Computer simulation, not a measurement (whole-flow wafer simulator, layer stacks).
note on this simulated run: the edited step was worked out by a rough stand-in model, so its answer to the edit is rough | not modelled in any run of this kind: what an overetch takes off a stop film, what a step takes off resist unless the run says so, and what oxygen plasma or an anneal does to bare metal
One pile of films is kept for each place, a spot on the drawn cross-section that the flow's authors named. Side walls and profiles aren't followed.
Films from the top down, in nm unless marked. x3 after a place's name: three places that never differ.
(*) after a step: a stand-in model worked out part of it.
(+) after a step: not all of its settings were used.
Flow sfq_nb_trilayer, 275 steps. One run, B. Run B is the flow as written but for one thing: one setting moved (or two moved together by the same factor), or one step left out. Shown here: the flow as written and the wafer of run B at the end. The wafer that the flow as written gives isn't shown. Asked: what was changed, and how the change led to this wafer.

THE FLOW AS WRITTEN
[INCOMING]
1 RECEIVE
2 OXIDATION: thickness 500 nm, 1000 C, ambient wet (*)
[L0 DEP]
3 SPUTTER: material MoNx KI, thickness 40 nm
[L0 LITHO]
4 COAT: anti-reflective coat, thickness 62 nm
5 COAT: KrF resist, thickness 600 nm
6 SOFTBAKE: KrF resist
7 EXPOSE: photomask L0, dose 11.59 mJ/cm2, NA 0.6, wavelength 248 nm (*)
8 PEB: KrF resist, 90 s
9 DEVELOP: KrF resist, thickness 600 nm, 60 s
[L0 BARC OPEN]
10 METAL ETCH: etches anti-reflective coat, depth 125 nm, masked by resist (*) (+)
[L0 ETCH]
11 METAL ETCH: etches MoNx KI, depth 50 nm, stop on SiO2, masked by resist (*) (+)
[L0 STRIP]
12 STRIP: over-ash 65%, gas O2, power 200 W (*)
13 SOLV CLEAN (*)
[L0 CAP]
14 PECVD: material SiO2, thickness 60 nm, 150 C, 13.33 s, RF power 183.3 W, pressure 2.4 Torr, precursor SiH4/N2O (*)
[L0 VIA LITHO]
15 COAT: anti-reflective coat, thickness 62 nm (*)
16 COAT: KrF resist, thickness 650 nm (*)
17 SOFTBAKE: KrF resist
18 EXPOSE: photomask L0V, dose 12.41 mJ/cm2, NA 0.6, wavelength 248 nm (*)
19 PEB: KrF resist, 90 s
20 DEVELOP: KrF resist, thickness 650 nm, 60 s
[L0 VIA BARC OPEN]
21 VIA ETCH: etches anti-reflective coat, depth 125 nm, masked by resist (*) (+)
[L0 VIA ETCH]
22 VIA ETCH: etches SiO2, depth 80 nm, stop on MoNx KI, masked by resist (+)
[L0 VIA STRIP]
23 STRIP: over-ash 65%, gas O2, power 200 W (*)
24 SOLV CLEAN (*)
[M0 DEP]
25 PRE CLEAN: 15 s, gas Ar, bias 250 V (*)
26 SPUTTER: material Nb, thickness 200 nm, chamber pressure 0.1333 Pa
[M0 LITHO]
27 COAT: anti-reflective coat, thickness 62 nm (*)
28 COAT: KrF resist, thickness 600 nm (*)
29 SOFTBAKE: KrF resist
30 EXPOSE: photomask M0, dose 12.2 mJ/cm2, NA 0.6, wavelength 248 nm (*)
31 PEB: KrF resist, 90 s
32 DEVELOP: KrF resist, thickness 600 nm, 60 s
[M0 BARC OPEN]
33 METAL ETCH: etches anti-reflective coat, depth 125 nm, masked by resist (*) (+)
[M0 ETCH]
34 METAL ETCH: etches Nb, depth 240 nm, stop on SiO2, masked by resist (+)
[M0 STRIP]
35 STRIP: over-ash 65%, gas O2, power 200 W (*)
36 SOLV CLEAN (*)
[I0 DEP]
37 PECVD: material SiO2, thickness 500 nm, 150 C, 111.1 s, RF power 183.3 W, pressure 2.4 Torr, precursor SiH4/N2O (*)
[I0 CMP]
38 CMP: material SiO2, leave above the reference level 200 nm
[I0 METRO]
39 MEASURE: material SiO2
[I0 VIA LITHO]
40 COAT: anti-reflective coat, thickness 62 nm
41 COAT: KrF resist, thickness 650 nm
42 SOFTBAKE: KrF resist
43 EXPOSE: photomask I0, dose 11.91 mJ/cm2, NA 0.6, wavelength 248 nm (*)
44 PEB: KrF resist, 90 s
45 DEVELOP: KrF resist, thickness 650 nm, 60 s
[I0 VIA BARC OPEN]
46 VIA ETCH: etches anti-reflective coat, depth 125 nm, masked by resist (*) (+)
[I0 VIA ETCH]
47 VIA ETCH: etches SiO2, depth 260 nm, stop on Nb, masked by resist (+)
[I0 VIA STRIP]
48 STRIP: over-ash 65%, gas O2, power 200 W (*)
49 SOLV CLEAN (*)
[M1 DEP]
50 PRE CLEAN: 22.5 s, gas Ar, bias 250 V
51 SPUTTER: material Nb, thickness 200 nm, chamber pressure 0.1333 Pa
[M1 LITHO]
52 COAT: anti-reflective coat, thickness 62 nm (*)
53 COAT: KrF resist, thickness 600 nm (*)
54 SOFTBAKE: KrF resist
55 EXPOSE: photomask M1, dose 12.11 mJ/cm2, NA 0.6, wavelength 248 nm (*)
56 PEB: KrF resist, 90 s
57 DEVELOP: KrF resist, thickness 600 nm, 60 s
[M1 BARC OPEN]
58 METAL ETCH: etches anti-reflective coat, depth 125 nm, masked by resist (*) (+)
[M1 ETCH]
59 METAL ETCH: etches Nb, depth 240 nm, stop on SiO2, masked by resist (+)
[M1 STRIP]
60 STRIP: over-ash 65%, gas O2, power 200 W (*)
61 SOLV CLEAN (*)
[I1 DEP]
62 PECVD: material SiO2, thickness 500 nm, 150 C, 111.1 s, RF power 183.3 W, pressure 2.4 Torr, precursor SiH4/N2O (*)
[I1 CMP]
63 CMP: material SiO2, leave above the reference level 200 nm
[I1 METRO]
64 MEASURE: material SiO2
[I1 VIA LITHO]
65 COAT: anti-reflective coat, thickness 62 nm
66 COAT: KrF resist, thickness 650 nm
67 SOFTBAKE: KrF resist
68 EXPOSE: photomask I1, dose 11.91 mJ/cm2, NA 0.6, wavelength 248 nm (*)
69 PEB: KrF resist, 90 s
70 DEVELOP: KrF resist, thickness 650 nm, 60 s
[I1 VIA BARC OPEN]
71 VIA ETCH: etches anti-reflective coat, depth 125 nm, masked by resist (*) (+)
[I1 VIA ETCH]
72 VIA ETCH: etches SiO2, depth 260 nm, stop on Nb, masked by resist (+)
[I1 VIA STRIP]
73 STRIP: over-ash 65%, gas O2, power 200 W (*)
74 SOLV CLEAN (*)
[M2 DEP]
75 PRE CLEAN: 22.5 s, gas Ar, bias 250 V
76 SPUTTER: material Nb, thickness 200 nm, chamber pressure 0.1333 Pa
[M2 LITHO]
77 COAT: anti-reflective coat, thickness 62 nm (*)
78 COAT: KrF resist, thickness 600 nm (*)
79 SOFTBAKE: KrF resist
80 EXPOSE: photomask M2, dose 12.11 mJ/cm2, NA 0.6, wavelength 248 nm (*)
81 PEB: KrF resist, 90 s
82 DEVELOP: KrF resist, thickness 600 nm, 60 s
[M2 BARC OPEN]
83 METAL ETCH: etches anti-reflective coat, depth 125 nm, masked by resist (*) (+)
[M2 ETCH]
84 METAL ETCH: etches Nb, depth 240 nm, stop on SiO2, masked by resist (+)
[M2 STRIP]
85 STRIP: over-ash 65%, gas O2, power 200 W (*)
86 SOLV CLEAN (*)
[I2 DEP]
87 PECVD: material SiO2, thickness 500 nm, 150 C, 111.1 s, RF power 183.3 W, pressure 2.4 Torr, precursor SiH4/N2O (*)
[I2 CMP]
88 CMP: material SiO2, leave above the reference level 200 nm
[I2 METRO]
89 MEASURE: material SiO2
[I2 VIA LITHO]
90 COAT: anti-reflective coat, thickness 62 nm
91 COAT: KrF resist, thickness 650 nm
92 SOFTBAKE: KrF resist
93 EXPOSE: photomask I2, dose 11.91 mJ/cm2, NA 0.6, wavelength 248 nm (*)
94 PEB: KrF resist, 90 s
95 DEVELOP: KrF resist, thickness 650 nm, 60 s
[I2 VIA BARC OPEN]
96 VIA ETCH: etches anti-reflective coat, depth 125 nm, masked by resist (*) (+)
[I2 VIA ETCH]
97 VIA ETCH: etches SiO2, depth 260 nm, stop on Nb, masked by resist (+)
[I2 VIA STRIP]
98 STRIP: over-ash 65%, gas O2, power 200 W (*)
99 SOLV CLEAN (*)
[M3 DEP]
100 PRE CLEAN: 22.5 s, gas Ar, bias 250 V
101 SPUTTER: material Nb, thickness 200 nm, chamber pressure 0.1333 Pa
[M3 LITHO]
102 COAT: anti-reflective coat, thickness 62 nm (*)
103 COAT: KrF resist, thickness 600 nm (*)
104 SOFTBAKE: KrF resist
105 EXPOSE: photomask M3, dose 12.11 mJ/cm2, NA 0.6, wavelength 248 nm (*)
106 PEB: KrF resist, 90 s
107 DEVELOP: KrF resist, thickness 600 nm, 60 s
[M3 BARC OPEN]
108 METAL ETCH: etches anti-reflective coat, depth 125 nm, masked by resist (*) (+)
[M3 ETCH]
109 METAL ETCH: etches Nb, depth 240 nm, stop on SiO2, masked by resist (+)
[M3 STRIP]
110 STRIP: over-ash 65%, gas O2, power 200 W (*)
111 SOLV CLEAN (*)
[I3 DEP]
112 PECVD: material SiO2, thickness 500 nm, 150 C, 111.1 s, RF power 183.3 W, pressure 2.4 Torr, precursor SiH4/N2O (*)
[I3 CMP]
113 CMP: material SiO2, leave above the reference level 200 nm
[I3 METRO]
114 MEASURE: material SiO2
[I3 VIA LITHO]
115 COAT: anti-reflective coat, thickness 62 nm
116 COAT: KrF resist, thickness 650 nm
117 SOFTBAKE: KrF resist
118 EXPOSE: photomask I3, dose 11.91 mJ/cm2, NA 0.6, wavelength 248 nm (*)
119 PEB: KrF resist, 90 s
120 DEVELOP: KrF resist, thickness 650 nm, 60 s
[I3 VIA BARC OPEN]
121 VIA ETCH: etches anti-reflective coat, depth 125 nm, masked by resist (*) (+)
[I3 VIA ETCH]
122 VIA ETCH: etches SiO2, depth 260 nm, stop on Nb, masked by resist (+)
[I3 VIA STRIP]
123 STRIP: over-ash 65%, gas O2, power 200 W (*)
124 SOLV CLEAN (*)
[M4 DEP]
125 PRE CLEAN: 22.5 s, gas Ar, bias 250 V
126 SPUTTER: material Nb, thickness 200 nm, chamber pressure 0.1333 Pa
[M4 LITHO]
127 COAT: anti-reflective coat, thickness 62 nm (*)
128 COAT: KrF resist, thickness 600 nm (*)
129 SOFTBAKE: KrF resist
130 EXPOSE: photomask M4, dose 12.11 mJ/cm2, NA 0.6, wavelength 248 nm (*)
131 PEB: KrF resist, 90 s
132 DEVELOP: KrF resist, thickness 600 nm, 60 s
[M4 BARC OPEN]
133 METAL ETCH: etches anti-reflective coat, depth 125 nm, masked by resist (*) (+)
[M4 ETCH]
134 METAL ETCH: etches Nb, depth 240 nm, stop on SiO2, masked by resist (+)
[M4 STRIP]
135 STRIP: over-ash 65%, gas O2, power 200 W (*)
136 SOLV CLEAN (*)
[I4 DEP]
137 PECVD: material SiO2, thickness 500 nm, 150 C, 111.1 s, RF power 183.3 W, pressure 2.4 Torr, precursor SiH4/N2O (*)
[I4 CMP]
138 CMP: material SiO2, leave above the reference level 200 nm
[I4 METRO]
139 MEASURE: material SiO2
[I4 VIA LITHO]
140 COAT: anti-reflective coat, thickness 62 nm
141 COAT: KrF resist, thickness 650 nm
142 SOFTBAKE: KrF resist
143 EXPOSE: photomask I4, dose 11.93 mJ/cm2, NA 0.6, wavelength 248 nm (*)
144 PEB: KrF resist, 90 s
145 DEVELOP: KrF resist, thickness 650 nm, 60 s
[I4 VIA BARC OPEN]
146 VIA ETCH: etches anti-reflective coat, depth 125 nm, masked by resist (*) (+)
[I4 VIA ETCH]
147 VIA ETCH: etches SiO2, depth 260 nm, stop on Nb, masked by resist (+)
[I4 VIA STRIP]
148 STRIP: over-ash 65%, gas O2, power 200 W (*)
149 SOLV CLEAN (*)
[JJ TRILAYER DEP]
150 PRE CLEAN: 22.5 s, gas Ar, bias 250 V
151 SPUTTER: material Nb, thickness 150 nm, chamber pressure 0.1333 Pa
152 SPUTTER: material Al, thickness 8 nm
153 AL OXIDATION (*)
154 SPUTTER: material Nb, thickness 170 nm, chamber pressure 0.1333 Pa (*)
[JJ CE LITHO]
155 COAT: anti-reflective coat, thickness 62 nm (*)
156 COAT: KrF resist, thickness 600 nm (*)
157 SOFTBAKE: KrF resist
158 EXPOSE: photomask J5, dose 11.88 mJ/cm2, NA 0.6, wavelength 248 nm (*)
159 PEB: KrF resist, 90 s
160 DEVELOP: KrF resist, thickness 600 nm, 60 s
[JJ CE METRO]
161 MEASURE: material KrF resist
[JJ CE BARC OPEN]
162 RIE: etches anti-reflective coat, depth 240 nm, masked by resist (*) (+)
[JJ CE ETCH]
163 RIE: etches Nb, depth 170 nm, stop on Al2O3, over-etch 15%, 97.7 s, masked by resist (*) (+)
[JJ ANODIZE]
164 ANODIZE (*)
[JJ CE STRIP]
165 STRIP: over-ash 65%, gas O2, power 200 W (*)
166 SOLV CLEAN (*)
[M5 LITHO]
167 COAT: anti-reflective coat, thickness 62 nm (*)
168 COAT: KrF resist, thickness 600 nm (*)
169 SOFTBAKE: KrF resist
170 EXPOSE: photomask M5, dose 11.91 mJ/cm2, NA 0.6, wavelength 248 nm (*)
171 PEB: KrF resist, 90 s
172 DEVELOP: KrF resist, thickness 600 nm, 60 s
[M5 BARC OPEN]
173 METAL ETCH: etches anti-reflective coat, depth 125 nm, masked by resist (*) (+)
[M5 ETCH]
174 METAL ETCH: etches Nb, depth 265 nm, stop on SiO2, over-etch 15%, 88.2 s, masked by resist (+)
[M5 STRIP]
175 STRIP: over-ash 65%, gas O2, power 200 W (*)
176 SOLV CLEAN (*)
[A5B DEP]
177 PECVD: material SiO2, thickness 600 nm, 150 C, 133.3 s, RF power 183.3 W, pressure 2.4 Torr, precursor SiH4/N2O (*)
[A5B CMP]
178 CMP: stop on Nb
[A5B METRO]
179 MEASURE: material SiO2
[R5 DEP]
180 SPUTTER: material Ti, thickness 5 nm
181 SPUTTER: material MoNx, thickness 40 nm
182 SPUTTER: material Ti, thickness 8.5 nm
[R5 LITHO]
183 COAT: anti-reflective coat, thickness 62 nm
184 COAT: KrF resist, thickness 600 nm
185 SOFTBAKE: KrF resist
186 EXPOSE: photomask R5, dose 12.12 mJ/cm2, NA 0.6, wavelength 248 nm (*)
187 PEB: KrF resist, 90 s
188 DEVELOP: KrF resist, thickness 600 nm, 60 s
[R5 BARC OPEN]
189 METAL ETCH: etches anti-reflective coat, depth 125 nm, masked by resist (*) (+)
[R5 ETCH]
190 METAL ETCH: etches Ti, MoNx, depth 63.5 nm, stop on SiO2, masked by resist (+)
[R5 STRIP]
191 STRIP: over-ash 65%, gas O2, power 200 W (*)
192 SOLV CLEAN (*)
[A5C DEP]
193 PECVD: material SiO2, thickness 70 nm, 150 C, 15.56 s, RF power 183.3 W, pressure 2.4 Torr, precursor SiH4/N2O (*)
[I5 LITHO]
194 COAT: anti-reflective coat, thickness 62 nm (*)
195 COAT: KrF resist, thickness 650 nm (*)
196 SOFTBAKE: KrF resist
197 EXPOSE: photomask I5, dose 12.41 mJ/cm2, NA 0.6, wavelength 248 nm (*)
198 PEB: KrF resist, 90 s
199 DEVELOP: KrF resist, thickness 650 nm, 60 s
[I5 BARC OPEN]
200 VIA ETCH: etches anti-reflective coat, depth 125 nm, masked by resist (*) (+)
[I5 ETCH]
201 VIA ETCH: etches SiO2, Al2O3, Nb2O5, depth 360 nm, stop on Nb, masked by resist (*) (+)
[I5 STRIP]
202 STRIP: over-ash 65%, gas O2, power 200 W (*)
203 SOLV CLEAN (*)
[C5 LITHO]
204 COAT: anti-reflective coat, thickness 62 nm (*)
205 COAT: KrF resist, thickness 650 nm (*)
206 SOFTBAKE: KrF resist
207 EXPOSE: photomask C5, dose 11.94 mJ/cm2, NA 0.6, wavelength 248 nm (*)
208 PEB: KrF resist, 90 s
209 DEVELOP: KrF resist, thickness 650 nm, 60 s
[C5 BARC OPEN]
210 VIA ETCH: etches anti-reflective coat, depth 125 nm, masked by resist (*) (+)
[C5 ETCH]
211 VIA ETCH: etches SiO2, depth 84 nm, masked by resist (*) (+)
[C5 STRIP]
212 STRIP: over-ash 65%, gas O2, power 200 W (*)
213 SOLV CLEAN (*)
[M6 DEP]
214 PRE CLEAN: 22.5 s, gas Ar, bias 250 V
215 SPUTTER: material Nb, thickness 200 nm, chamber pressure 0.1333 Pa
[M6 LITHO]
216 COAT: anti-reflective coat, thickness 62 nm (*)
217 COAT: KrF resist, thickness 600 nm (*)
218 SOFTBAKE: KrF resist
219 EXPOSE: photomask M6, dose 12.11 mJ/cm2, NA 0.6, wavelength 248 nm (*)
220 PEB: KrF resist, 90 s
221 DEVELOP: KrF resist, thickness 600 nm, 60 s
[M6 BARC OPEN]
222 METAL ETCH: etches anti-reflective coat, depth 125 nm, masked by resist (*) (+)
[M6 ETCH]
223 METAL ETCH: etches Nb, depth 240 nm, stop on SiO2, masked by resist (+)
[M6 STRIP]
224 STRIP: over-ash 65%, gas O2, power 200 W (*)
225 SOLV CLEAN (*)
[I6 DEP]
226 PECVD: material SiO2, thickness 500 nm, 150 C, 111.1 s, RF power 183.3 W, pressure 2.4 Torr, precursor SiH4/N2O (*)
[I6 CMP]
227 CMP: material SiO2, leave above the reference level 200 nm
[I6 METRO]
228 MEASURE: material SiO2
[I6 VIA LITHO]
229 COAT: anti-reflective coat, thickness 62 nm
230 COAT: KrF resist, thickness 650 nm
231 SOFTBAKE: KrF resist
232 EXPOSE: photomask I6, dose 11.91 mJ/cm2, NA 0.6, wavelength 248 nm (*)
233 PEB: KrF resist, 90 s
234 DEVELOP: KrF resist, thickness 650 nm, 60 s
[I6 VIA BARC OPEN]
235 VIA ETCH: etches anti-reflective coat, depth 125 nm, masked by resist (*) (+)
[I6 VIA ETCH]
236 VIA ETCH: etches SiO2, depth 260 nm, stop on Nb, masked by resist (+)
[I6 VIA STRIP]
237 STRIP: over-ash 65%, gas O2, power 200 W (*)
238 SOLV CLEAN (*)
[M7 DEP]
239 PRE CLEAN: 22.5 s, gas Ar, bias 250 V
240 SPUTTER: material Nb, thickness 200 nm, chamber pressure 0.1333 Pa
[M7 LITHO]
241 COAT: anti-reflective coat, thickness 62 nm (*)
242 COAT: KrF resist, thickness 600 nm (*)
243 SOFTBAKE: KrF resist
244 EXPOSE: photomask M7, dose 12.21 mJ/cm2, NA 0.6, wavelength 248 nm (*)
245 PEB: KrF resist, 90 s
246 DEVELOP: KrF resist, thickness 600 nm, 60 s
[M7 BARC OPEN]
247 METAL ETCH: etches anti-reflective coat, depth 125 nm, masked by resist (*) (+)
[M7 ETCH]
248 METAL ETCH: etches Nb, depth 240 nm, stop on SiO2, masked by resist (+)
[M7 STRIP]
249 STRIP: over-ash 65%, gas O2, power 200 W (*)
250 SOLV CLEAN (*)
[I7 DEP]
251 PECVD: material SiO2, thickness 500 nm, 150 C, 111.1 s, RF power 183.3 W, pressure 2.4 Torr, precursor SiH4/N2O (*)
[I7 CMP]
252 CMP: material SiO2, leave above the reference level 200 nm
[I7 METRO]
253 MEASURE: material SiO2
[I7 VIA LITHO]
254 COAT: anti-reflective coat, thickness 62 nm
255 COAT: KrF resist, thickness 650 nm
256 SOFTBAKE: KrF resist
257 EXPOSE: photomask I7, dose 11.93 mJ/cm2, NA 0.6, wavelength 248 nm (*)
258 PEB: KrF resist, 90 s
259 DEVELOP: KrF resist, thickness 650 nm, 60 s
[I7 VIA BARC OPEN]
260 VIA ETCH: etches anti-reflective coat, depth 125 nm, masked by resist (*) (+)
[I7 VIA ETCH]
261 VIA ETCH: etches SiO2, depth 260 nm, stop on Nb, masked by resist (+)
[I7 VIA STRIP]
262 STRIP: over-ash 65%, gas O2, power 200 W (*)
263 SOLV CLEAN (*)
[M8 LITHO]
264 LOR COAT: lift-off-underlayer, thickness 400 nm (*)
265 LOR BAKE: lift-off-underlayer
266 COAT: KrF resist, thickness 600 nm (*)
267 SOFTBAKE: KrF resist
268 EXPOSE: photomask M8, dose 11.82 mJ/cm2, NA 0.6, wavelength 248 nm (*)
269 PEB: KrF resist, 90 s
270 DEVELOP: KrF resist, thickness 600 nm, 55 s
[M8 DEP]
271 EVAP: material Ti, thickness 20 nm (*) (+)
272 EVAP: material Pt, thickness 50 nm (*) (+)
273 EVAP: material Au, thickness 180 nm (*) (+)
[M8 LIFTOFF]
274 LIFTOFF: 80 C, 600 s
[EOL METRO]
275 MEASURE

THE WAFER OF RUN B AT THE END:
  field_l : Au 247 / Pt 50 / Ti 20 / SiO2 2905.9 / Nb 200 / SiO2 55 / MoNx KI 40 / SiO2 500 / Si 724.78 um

The cause: step 273, EVAP: thickness 247 nm was run, where the flow has thickness 180 nm.
It can be read off the wafer: field_l has Au 247, and step 273 as written asks for 180 nm.

How the change led to this, step by step:
  273 EVAP: material Au, thickness 180 nm (*) (+)
      field_l, v_sur, via_wl and 103 more: Au +247 (new film) (as written it would be: Au +180 (new film))
  274 LIFTOFF: 80 C, 600 s
      p4_fl, p4_fm, p4_w1 and 71 more: Au -247 (all of it), Pt -50 (all of it), Ti -20 (all of it), KrF resist -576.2 (all of it), lift-off-underlayer -400 (all of it) (as written it would be: Au -180 (all of it), Pt -50 (all of it), Ti -20 (all of it), KrF resist -576.2 (all of it), lift-off-underlayer -400 (all of it))
      c5j, ce_r: Au -247 (all of it), Pt -50 (all of it), Ti -20 (all of it), KrF resist -573.3 (all of it), lift-off-underlayer -399.3 (all of it) (as written it would be: Au -180 (all of it), Pt -50 (all of it), Ti -20 (all of it), KrF resist -573.3 (all of it), lift-off-underlayer -399.3 (all of it))
      (and at 19 more places)
